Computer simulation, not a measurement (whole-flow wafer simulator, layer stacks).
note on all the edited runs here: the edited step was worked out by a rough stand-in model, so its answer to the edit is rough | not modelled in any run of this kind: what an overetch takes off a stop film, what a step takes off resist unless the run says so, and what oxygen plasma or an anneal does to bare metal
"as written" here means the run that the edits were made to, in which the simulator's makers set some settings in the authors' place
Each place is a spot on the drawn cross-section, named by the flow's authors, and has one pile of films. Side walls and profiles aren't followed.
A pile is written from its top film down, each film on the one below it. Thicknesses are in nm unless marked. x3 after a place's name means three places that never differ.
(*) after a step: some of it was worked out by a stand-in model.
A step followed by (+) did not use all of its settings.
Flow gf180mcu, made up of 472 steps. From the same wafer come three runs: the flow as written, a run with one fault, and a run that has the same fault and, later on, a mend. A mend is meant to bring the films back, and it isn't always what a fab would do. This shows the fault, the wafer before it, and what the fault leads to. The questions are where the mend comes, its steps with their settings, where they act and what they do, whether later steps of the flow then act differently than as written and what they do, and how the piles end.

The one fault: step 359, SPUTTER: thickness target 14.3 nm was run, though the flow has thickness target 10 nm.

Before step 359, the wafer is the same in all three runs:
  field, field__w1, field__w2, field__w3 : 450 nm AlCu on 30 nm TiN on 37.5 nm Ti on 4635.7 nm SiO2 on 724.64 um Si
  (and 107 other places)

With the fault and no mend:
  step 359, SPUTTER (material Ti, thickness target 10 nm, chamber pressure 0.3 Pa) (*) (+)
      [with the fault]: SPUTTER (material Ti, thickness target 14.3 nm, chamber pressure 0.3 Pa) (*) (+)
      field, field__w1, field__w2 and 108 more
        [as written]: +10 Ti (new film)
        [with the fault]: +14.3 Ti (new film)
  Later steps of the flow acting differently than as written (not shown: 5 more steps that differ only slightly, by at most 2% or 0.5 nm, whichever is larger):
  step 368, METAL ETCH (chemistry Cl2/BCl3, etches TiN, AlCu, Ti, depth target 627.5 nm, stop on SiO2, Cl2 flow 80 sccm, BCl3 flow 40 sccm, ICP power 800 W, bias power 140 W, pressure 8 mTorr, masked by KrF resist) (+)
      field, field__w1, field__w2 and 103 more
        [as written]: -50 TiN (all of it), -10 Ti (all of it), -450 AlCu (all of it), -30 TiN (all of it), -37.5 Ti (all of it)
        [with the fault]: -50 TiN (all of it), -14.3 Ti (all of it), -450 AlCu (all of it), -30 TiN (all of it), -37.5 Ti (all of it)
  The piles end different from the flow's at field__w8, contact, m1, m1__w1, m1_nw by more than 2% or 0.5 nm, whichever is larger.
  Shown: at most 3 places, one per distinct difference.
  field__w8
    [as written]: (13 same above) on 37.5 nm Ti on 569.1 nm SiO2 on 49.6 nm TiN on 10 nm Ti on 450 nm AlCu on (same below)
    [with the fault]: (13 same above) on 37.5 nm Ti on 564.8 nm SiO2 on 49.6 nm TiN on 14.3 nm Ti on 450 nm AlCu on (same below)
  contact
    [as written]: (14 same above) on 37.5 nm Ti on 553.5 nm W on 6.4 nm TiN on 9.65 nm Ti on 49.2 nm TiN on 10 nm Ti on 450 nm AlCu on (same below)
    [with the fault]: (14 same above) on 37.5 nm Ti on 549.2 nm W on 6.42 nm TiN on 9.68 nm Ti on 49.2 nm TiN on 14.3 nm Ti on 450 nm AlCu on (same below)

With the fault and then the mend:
  The mend stands after step 359.
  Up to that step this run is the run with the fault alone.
  step 359a, METAL ETCH (chemistry Cl2/BCl3, etches TiN, AlCu, Ti, depth target 4.3 nm, Cl2 flow 80 sccm, BCl3 flow 40 sccm, ICP power 800 W, bias power 140 W, pressure 8 mTorr) (the flow's step 260 again, with other settings)
      field, field__w1, field__w2 and 108 more
        -4.3 Ti
  Every later step of the flow that is run acts as written at every place that is followed.
  At every place that both follow, the piles at the end match the flow's.
